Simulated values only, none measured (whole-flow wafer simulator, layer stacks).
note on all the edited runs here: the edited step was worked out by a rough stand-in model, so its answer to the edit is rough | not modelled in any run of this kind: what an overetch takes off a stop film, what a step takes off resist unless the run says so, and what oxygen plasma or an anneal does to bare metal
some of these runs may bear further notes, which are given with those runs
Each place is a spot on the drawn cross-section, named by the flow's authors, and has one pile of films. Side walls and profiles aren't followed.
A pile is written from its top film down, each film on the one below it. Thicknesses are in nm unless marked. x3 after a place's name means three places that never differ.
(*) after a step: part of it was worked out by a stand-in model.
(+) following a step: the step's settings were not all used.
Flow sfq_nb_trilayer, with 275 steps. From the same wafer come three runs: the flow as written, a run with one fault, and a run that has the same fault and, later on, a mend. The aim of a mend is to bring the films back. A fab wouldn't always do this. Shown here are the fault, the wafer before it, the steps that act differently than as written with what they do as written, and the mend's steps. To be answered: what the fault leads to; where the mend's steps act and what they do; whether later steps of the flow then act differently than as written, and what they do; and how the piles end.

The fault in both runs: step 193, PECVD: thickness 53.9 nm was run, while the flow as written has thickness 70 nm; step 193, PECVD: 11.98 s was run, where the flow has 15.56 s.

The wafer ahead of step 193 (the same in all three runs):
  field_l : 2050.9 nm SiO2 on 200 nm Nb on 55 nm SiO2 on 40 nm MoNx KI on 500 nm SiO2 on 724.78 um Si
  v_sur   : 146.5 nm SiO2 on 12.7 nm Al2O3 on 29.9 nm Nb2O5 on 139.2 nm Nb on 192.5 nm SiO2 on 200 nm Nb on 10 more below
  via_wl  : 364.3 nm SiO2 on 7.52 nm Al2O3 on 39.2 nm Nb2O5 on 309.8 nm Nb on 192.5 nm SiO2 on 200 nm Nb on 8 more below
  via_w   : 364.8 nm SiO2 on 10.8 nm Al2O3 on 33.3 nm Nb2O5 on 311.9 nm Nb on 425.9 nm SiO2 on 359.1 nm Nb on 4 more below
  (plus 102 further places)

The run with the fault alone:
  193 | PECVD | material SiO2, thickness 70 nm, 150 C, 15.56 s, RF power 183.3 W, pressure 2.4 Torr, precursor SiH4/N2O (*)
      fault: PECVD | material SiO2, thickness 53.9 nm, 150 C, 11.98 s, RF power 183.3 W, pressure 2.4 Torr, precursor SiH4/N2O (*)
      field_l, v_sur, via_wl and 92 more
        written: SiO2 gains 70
        fault: SiO2 gains 53.9
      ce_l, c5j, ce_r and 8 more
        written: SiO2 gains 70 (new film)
        fault: SiO2 gains 53.9 (new film)
  Steps later in the flow that act otherwise than as written (11 more steps, not shown, differ only slightly: by at most 2% or 0.5 nm, whichever is larger):
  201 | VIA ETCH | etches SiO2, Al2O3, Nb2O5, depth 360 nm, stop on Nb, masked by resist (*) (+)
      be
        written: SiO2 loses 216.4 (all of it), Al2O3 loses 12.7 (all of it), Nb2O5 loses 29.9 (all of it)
        fault: SiO2 loses 200.3 (all of it), Al2O3 loses 12.7 (all of it), Nb2O5 loses 29.9 (all of it)
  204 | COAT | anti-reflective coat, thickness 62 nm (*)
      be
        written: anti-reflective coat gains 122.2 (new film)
        fault: anti-reflective coat gains 119.7 (new film)
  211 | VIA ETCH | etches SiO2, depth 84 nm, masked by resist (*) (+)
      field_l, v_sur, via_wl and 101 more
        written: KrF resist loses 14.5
        fault: KrF resist loses 13.9
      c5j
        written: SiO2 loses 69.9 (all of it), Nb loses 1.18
        fault: SiO2 loses 53.8 (all of it), Nb loses 2.24
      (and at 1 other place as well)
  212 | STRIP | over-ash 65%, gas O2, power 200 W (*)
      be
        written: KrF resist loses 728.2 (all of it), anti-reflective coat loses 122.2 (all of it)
        fault: KrF resist loses 717.3 (all of it), anti-reflective coat loses 119.7 (all of it)
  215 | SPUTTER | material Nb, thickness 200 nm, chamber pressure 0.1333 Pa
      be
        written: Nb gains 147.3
        fault: Nb gains 151
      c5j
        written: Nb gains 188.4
        fault: Nb gains 193.1
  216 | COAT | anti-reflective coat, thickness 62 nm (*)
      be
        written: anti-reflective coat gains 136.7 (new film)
        fault: anti-reflective coat gains 133.7 (new film)
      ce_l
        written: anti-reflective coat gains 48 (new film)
        fault: anti-reflective coat gains 52 (new film)
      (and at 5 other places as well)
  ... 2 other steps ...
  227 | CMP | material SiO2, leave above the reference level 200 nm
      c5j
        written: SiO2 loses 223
        fault: SiO2 loses 228.1
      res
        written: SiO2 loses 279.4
        fault: SiO2 loses 298.6
  The piles end different from the flow's at v_sur, via_wl, via_w and 32 more by more than 2% or 0.5 nm, whichever is larger.
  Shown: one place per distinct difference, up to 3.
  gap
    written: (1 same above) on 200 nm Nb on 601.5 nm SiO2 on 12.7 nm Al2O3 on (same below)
    fault: (1 same above) on 200 nm Nb on 585.4 nm SiO2 on 12.7 nm Al2O3 on (same below)
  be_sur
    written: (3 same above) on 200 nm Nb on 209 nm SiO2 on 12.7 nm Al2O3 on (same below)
    fault: (3 same above) on 200 nm Nb on 192.9 nm SiO2 on 12.7 nm Al2O3 on (same below)
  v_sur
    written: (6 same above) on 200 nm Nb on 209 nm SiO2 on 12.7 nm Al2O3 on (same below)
    fault: (6 same above) on 200 nm Nb on 192.9 nm SiO2 on 12.7 nm Al2O3 on (same below)

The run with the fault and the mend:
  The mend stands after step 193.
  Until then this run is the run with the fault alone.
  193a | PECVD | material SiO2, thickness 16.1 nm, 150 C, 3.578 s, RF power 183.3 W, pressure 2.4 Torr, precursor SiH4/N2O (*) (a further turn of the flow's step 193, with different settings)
      field_l, v_sur, via_wl and 103 more
        SiO2 gains 16.1
  None of the later steps of the flow differs from how it acts as written, at any place that is followed, by more than 2% or 0.5 nm, whichever is larger.
  By the end, the piles equal the flow's at every place that both follow.
